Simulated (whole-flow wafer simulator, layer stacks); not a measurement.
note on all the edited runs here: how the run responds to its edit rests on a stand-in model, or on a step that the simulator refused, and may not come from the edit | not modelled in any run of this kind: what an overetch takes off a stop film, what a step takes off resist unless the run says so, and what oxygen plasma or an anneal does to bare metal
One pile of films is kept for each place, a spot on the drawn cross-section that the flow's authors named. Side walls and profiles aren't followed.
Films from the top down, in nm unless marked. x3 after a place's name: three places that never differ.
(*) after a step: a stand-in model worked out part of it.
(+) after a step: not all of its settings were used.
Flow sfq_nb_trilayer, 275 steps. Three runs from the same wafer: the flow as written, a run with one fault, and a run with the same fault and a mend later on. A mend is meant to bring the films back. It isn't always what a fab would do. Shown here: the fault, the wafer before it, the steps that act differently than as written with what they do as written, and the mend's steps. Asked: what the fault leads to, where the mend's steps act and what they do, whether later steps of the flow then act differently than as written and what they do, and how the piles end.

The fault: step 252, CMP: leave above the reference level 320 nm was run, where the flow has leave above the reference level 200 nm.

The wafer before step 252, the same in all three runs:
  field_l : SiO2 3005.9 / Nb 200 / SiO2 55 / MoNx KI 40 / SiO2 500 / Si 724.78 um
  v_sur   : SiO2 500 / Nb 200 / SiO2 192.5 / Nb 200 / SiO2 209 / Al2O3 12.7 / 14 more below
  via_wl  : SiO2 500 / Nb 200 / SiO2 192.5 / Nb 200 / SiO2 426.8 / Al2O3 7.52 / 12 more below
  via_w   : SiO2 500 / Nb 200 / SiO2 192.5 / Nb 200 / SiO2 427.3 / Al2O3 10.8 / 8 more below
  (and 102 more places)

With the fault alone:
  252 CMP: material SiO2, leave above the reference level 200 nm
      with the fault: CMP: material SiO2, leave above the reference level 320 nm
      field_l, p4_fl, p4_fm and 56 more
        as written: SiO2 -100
        with the fault: nothing
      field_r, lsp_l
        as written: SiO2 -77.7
        with the fault: nothing
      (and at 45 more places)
  Later steps of the flow that act differently than as written (5 more steps differ only slightly, by at most 2% or 0.5 nm, whichever is larger, and aren't shown):
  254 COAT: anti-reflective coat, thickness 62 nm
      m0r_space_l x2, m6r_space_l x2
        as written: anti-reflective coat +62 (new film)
        with the fault: anti-reflective coat +65 (new film)
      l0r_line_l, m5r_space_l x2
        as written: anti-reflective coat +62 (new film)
        with the fault: anti-reflective coat +63.8 (new film)
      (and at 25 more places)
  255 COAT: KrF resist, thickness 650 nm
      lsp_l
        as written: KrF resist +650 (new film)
        with the fault: KrF resist +666.9 (new film)
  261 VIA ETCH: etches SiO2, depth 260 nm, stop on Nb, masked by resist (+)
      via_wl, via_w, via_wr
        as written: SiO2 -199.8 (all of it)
        with the fault: SiO2 -260
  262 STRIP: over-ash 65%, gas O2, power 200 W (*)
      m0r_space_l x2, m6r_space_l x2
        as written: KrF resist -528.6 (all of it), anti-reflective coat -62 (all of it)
        with the fault: KrF resist -531.5 (all of it), anti-reflective coat -65 (all of it)
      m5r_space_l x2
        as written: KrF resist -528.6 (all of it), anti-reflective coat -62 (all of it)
        with the fault: KrF resist -531.5 (all of it), anti-reflective coat -63.8 (all of it)
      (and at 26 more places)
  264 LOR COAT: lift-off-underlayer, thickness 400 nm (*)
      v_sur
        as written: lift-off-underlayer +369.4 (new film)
        with the fault: lift-off-underlayer +355.6 (new film)
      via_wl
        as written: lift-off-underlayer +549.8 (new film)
        with the fault: lift-off-underlayer +588.4 (new film)
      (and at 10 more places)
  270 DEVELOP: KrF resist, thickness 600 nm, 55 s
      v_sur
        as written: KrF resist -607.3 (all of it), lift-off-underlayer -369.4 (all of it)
        with the fault: KrF resist -606.1 (all of it), lift-off-underlayer -355.6 (all of it)
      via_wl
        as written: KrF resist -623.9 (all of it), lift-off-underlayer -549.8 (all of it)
        with the fault: KrF resist -630 (all of it), lift-off-underlayer -588.4 (all of it)
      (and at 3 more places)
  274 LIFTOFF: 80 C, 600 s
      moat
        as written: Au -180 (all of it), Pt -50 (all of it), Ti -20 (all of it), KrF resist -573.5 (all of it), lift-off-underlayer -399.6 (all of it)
        with the fault: Au -180 (all of it), Pt -50 (all of it), Ti -20 (all of it), KrF resist -572 (all of it), lift-off-underlayer -390.6 (all of it)
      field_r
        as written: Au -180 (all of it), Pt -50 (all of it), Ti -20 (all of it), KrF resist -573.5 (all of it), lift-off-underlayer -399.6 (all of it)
        with the fault: Au -180 (all of it), Pt -50 (all of it), Ti -20 (all of it), KrF resist -577.1 (all of it), lift-off-underlayer -426.1 (all of it)
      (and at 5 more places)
  At the end the piles differ from the flow's by more than 2% or 0.5 nm, whichever is larger, at field_l, v_sur, via_wl and 103 more.
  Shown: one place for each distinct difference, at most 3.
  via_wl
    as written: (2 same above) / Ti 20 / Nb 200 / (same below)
    with the fault: (2 same above) / Ti 20 / SiO2 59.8 / Nb 200 / (same below)
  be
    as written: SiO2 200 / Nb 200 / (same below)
    with the fault: SiO2 320 / Nb 200 / (same below)
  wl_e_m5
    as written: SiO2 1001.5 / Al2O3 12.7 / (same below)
    with the fault: SiO2 1101.5 / Al2O3 12.7 / (same below)

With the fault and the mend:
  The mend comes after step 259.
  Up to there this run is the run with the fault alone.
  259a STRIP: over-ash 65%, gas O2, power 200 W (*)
      be_sur, gap, jj_sur, ce_l, c5j
        KrF resist -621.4 (all of it), anti-reflective coat -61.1 (all of it)
      p3_l3, p3_s3, p3_l4, p3_s4, p3_l5
        KrF resist -625.8 (all of it), anti-reflective coat -62.2 (all of it)
      wl_j_sl, wl_jj, wl_j_sr, wl_a_sl, wl_g_sr
        KrF resist -623.1 (all of it), anti-reflective coat -61.5 (all of it)
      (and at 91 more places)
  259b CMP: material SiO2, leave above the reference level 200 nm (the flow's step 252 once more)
      field_l, p4_fl, p4_fm and 56 more
        SiO2 -100
      v_sur, via_wl, via_w and 40 more
        SiO2 -120
      field_r, lsp_l
        SiO2 -77.7
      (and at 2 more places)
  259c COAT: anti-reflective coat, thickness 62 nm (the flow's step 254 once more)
      field_l, v_sur, via_wl and 103 more
        anti-reflective coat +62 (new film)
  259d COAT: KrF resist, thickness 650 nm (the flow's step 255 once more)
      field_l, v_sur, via_wl and 103 more
        KrF resist +650 (new film)
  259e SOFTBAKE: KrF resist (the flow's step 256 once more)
      changes no film at any place that is followed
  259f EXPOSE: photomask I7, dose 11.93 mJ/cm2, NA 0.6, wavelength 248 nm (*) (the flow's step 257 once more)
      changes no film at any place that is followed
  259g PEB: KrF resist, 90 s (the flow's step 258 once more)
      field_l, v_sur, via_wl and 103 more
        KrF resist -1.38
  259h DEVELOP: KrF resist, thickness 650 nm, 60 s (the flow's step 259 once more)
      field_l, v_sur, via_sp and 100 more
        KrF resist -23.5
      via_wl, via_w, via_wr
        KrF resist -648.6 (all of it)
  No later step of the flow acts differently than as written at any place that is followed.
  At the end the piles are the same as the flow's at every place that both follow.
